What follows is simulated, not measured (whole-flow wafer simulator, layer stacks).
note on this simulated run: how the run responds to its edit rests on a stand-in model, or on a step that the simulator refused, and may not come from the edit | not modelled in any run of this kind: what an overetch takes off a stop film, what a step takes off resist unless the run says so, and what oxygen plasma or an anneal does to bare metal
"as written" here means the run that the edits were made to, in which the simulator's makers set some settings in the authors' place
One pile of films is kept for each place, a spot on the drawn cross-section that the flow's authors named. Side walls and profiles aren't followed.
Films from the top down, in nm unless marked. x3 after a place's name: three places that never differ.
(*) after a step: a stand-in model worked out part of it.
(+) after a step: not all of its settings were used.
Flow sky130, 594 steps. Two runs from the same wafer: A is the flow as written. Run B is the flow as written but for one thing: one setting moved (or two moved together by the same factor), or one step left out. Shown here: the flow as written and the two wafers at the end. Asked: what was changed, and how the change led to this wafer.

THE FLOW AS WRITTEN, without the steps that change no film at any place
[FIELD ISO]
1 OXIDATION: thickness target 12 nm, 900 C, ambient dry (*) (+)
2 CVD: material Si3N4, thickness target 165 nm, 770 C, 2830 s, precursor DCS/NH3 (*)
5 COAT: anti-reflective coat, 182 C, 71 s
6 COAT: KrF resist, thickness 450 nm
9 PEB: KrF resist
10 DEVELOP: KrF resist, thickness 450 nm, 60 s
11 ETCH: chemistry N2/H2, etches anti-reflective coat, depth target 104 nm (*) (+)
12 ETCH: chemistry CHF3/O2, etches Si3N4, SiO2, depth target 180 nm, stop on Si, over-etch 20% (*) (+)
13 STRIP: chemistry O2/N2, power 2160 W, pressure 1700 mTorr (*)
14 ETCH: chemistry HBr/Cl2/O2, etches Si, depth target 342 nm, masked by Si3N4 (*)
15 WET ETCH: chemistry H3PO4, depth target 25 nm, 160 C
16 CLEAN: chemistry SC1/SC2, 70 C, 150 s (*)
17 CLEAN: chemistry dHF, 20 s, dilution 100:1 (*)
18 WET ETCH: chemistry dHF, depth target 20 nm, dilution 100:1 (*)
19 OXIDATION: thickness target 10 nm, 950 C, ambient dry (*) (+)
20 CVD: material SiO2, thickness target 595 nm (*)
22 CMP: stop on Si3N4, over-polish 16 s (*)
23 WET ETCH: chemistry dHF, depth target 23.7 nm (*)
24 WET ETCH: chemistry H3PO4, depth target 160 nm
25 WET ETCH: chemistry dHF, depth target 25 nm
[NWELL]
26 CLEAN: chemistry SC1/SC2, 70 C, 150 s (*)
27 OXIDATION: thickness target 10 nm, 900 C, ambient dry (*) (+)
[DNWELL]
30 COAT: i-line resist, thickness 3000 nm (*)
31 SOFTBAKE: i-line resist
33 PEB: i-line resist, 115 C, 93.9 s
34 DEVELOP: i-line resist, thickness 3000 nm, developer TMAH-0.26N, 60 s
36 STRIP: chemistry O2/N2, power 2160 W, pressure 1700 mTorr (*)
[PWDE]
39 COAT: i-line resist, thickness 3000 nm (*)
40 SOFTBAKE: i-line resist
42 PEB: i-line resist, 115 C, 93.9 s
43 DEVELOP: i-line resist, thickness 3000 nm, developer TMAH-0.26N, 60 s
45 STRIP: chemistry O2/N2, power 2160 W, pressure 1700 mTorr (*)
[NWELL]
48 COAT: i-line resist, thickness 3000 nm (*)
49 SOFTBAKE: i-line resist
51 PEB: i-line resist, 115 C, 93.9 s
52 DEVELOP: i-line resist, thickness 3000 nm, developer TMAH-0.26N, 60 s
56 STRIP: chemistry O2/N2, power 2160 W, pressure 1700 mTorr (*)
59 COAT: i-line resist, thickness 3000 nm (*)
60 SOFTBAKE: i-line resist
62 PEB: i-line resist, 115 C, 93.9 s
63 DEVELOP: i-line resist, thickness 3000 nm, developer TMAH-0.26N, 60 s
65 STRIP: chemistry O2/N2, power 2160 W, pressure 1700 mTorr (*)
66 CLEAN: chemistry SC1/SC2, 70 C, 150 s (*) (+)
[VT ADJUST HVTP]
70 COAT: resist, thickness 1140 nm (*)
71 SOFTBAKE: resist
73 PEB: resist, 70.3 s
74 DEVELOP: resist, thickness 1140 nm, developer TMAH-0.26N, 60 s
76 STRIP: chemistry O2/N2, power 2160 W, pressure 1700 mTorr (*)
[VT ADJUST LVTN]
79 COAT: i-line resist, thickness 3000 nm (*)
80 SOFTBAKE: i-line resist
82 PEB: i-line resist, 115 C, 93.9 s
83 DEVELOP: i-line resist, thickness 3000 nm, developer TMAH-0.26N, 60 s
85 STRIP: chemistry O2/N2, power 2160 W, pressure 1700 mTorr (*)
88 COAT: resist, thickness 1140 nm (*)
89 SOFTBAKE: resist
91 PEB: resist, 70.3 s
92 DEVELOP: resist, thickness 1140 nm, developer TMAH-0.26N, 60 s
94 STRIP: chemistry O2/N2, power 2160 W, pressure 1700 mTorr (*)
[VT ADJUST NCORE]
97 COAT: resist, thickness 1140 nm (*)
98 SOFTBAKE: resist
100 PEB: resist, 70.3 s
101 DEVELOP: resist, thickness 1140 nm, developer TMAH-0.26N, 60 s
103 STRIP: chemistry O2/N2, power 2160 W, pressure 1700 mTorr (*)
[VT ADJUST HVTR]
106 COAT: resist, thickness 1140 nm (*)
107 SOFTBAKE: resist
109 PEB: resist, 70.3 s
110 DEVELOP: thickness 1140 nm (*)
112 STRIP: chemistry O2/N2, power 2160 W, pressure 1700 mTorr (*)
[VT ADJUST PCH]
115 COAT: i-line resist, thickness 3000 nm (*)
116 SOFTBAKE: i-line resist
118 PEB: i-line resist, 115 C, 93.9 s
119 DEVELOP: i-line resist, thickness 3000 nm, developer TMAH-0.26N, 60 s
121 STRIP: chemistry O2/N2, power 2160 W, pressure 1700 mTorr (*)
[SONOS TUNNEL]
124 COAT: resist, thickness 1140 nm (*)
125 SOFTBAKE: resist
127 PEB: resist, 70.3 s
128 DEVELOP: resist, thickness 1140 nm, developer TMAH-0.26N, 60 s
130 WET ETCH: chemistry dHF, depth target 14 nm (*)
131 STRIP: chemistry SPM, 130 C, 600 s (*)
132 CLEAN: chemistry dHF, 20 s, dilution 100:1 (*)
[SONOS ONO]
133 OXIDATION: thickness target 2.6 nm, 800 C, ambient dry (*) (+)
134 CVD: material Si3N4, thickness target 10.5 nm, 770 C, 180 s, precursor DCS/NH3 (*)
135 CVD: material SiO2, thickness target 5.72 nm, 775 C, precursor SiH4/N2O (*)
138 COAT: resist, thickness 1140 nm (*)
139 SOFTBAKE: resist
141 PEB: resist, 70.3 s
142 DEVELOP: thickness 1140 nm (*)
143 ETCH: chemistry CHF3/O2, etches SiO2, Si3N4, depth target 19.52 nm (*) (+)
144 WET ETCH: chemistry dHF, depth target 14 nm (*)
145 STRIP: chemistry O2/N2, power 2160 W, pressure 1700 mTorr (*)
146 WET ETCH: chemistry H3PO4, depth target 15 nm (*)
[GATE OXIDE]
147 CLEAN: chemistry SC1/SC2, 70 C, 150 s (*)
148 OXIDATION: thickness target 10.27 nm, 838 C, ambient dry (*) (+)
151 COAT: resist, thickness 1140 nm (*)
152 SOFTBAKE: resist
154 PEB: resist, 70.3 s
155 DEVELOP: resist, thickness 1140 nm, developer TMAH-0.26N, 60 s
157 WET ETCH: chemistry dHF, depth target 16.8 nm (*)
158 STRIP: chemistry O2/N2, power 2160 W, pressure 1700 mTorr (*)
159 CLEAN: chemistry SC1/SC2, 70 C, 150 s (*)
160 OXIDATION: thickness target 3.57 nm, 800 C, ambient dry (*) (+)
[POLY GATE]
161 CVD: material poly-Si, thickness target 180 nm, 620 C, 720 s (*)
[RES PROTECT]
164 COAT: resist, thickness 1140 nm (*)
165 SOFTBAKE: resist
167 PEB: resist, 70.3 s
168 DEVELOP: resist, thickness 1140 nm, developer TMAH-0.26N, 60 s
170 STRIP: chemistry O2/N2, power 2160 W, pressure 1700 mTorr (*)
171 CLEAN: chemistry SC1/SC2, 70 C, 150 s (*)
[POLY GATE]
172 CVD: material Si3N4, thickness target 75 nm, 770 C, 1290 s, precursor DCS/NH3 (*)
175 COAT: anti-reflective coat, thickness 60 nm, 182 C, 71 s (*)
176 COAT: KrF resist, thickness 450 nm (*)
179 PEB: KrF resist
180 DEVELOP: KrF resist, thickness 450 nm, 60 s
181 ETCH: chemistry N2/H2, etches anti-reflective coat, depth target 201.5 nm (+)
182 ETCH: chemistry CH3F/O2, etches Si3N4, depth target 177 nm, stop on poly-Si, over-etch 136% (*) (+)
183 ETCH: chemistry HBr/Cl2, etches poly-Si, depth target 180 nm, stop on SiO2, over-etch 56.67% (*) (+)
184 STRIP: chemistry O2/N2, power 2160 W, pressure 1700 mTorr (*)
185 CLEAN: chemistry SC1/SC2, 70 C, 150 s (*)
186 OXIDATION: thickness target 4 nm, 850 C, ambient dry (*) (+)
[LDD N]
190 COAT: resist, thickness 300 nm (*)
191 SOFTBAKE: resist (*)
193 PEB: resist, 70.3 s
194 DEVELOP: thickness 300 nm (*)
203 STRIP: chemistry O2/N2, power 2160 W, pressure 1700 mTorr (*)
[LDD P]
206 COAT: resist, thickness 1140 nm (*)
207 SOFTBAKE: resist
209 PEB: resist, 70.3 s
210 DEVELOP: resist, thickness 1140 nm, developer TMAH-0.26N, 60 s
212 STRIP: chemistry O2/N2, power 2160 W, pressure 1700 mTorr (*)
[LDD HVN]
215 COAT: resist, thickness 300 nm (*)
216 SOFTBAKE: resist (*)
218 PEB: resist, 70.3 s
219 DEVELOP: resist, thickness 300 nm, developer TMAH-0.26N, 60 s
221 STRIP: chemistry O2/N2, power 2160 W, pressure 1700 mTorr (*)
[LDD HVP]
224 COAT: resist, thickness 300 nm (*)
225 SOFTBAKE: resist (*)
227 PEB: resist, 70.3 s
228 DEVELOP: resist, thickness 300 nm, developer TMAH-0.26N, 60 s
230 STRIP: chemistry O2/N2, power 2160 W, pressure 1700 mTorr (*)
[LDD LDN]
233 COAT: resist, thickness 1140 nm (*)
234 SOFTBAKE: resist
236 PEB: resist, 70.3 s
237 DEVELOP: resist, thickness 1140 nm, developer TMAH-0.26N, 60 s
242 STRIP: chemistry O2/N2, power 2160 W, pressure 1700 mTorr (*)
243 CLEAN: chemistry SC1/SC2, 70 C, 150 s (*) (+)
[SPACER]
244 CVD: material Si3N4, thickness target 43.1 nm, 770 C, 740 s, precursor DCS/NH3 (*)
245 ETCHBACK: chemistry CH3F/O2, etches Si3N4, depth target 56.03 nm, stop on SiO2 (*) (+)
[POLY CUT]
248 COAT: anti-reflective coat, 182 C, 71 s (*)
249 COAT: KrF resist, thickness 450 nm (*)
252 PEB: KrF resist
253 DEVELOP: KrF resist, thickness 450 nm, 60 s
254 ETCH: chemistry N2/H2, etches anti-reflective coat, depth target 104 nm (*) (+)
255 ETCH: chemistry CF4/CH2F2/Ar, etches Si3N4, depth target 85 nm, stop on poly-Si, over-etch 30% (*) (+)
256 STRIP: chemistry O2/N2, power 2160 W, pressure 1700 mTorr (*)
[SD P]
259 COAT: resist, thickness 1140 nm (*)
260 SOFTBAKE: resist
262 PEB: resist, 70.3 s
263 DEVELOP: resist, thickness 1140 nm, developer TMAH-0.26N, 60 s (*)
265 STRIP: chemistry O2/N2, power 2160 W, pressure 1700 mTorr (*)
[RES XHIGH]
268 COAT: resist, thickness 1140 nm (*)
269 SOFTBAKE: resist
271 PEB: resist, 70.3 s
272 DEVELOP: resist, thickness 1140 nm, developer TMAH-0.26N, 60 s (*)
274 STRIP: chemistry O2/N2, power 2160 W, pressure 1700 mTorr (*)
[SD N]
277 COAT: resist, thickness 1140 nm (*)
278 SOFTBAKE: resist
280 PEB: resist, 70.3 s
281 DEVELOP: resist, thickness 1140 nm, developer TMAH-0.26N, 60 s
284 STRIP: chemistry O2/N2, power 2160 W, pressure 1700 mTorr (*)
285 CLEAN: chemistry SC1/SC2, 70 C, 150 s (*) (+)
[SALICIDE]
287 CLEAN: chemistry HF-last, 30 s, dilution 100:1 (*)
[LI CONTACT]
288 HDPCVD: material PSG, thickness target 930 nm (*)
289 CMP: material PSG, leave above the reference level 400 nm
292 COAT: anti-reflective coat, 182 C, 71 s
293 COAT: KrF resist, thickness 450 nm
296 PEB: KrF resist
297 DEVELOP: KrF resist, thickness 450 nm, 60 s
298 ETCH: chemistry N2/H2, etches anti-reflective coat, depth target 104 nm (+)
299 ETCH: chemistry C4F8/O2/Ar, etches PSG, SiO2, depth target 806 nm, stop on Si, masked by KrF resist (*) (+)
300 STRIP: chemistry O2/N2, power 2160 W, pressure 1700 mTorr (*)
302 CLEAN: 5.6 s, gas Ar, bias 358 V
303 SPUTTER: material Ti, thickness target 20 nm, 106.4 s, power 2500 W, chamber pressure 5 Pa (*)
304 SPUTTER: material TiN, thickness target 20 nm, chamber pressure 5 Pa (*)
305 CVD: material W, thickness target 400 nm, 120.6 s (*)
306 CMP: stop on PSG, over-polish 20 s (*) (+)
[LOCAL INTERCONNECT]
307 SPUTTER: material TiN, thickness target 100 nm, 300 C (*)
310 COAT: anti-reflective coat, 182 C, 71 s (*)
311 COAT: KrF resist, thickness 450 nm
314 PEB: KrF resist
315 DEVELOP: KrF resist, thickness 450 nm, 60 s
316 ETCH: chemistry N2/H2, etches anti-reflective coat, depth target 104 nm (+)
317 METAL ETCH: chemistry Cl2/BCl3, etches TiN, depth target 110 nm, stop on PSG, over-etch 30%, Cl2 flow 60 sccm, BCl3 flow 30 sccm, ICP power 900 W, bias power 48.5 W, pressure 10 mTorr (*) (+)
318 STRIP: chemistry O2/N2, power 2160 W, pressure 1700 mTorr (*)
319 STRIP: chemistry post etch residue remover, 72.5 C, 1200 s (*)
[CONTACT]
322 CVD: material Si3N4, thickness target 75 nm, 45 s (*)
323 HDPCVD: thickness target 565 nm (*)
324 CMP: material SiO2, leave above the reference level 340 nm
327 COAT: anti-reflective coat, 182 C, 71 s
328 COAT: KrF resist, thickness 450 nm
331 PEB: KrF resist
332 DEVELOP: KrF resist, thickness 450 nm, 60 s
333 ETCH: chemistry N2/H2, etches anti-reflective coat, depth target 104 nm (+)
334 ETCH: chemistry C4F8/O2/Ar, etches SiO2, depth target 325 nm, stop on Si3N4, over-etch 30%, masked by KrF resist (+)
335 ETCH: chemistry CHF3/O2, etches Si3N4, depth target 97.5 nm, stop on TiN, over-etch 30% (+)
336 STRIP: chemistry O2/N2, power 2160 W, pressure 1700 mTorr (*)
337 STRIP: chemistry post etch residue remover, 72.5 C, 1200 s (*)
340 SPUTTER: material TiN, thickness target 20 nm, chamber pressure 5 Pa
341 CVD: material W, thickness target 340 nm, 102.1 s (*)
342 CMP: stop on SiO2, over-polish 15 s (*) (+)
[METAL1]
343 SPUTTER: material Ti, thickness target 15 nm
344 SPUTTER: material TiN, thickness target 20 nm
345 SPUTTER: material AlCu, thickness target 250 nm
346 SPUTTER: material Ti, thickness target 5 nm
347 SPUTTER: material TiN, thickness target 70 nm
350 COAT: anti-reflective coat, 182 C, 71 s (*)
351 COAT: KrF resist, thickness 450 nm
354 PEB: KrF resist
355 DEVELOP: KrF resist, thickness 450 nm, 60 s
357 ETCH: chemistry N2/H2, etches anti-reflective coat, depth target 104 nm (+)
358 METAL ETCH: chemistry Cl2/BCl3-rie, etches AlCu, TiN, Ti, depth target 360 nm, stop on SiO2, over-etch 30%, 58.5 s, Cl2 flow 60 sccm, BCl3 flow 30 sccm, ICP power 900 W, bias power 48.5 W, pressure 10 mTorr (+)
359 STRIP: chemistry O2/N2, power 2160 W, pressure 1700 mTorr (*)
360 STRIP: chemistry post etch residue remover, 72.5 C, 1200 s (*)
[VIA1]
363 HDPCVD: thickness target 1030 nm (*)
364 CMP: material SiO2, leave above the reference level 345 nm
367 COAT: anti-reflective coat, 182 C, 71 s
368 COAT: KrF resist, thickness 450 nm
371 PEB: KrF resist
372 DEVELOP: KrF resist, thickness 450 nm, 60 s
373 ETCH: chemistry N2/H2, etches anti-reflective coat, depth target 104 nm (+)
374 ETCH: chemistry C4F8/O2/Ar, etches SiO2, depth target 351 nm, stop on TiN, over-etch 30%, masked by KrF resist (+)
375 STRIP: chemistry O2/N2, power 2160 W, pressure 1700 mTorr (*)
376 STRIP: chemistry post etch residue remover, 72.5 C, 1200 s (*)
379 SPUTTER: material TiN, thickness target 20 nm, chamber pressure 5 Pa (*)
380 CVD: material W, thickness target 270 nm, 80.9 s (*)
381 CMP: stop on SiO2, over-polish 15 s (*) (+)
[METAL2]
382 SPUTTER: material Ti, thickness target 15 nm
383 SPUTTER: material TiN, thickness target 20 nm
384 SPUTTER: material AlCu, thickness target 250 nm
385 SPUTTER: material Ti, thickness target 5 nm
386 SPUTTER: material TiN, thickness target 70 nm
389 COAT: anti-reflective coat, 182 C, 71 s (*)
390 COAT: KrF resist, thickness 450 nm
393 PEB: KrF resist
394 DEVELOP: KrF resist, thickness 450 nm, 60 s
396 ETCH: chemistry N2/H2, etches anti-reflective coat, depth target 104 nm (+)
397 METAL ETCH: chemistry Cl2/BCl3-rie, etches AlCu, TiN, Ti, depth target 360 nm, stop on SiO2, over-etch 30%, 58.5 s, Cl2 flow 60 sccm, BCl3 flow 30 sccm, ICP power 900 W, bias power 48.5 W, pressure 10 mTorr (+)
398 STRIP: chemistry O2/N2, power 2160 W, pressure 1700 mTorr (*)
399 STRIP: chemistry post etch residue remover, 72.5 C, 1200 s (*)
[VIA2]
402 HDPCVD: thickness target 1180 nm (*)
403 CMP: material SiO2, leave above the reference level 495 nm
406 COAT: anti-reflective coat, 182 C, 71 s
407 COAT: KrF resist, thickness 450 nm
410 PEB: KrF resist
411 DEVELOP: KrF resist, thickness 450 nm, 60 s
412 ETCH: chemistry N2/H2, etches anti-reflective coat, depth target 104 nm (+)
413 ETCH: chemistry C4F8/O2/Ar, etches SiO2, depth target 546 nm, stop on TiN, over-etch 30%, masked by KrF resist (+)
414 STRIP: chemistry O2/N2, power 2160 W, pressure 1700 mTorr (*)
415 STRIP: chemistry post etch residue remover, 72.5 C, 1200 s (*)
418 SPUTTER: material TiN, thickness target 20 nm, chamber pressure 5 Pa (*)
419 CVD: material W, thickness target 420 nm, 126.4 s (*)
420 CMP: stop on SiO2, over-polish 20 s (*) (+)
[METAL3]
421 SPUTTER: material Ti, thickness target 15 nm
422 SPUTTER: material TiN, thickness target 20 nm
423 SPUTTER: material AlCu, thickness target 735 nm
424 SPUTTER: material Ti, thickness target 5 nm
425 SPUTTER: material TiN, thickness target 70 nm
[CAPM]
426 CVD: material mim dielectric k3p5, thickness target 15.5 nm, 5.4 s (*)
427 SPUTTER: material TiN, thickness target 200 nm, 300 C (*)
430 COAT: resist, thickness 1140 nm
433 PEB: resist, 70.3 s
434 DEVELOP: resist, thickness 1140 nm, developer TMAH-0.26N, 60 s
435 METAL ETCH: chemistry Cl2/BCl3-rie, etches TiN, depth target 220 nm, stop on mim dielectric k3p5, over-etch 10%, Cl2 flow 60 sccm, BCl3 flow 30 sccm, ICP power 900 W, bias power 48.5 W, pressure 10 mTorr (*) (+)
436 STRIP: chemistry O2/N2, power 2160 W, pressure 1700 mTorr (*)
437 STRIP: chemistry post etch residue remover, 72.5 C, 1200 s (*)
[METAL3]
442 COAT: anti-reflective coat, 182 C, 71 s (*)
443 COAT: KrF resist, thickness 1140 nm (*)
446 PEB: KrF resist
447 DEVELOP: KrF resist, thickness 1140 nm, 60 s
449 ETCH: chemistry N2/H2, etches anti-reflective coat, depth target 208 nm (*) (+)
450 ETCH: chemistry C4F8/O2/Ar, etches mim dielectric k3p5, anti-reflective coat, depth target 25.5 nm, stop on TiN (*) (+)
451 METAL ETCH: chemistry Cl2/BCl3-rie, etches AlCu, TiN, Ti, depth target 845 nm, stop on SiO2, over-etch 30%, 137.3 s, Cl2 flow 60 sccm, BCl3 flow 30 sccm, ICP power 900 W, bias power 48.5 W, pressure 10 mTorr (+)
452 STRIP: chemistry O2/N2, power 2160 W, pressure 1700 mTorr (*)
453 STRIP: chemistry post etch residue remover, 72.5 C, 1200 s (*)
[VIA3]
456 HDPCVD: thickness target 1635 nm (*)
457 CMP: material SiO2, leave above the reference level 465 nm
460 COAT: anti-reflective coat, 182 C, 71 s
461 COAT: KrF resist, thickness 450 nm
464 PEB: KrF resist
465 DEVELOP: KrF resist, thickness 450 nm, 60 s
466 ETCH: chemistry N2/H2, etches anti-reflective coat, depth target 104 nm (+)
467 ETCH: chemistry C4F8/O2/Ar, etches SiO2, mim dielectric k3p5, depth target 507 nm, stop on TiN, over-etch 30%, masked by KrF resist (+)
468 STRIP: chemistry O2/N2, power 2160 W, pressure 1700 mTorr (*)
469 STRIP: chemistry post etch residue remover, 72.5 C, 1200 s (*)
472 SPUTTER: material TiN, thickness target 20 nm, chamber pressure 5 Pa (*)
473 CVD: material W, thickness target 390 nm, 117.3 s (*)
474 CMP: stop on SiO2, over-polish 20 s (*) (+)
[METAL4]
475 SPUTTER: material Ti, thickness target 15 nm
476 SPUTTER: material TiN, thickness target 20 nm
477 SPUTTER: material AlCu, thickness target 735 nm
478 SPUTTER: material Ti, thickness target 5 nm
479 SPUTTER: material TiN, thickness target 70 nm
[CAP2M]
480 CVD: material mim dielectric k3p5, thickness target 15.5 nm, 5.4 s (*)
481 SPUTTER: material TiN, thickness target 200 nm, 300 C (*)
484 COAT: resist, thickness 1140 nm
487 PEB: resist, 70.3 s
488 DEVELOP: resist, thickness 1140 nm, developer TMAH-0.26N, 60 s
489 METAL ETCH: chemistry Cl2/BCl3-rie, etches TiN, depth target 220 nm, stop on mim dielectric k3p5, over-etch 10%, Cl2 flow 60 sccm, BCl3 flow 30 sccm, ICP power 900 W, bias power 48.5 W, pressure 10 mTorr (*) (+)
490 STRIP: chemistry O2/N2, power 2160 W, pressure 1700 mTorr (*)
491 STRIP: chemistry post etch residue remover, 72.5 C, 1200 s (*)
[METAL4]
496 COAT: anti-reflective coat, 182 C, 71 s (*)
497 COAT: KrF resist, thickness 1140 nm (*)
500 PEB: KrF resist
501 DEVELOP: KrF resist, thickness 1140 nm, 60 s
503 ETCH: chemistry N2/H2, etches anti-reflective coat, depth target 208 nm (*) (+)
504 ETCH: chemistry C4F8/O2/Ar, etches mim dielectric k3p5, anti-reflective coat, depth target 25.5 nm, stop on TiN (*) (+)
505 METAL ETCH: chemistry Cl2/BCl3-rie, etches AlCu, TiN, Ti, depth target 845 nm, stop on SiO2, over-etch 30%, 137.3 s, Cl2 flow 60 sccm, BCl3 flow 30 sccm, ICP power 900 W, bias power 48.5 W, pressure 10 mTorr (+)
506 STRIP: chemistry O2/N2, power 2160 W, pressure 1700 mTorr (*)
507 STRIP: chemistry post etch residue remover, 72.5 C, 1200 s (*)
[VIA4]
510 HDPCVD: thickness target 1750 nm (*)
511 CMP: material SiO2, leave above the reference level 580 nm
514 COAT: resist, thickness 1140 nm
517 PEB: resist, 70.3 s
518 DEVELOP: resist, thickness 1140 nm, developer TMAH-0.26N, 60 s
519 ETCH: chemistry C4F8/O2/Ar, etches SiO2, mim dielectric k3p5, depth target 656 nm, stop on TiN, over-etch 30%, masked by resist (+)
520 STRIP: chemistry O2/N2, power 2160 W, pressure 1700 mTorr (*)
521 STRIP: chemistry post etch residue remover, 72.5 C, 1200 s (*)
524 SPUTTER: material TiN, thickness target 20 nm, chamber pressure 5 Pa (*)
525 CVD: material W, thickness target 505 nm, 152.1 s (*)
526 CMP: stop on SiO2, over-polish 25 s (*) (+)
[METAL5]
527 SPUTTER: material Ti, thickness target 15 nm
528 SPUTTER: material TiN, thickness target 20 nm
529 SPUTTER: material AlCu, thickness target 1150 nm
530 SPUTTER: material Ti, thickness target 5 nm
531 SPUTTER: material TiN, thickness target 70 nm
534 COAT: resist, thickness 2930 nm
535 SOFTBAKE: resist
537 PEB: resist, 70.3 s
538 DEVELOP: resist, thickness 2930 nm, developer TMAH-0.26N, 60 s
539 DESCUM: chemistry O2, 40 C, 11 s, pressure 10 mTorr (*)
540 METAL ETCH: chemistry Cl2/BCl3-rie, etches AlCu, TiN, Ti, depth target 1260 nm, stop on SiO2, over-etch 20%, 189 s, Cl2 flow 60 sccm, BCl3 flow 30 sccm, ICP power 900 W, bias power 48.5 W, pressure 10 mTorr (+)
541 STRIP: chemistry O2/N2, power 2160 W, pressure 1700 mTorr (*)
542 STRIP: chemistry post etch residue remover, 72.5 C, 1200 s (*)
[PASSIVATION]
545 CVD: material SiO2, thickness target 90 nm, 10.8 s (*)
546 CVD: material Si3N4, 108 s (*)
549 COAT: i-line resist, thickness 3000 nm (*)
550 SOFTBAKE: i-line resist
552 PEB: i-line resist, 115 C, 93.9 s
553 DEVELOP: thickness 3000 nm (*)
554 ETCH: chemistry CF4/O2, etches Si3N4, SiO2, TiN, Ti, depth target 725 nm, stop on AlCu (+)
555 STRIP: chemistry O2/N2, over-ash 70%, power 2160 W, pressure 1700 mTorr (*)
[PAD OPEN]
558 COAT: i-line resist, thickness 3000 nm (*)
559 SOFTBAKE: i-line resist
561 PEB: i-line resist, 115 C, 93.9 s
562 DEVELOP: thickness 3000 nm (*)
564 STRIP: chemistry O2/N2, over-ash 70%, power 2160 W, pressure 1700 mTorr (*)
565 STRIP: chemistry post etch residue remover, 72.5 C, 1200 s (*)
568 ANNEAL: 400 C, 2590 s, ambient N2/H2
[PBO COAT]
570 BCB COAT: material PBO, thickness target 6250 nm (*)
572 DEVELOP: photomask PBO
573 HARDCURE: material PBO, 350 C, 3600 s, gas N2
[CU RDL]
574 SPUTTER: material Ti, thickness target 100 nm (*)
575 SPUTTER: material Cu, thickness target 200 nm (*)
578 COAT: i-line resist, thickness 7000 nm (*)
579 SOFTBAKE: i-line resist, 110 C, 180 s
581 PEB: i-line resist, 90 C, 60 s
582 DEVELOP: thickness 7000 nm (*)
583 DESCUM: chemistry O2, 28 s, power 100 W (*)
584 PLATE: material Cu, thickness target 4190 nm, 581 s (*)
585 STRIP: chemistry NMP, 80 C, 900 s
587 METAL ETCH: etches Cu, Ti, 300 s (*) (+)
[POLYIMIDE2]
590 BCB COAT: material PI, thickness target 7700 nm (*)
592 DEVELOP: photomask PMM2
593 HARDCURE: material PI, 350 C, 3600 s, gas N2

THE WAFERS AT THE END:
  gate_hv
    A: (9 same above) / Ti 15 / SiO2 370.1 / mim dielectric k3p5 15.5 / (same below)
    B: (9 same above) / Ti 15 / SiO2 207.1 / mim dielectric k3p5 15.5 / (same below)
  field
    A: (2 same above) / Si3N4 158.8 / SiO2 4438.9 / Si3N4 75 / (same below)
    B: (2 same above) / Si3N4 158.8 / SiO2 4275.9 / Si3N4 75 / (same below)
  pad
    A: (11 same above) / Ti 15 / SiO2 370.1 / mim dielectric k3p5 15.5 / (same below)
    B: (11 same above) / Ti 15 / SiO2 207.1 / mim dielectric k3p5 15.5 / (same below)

The cause: step 457, CMP: leave above the reference level 302 nm was run, where the flow has leave above the reference level 465 nm.

How the change led to this, step by step:
  457 CMP: material SiO2, leave above the reference level 465 nm
      n_well, p_well, gate_hv and 99 more: A SiO2 -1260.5 | B SiO2 -1423.5
      field, active, gate and 82 more: A SiO2 -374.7 | B SiO2 -537.7
      (and at 5 more places)
  467 ETCH: chemistry C4F8/O2/Ar, etches SiO2, mim dielectric k3p5, depth target 507 nm, stop on TiN, over-etch 30%, masked by KrF resist (+)
      field, active, n_well and 187 more: A KrF resist -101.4 | B KrF resist -59
      m1: A SiO2 -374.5 (all of it), mim dielectric k3p5 -15.5 (all of it) | B SiO2 -211.5 (all of it), mim dielectric k3p5 -15.5 (all of it)
      (and at 1 more place)
  468 STRIP: chemistry O2/N2, power 2160 W, pressure 1700 mTorr (*)
      field, active, n_well and 187 more: A KrF resist -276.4 (all of it), anti-reflective coat -80 (all of it) | B KrF resist -318.8 (all of it), anti-reflective coat -80 (all of it)
  472 SPUTTER: material TiN, thickness target 20 nm, chamber pressure 5 Pa (*)
      m1: A TiN +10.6 | B TiN +13.1
      via3_hole: A TiN +10.6 | B TiN +13
  473 CVD: material W, thickness target 390 nm, 117.3 s (*)
      m1: A W +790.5 (new film) | B W +625 (new film)
      via3_hole: A W +789.9 (new film) | B W +624.4 (new film)
  505 METAL ETCH: chemistry Cl2/BCl3-rie, etches AlCu, TiN, Ti, depth target 845 nm, stop on SiO2, over-etch 30%, 137.3 s, Cl2 flow 60 sccm, BCl3 flow 30 sccm, ICP power 900 W, bias power 48.5 W, pressure 10 mTorr (+)
      mim_edge_plate: A TiN -70 (all of it), Ti -5 (all of it), AlCu -735 (all of it), TiN -20 (all of it), Ti -15 (all of it), SiO2 -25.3 | B TiN -70 (all of it), Ti -5 (all of it), AlCu -735 (all of it), TiN -20 (all of it), Ti -15 (all of it), SiO2 -7.94 (all of it), TiN -174.1
  510 HDPCVD: thickness target 1750 nm (*)
      mim_edge_plate: A SiO2 +1750 | B SiO2 +1750 (new film)
  511 CMP: material SiO2, leave above the reference level 580 nm
      mim_edge_plate: A SiO2 -374.7 | B SiO2 -217.6
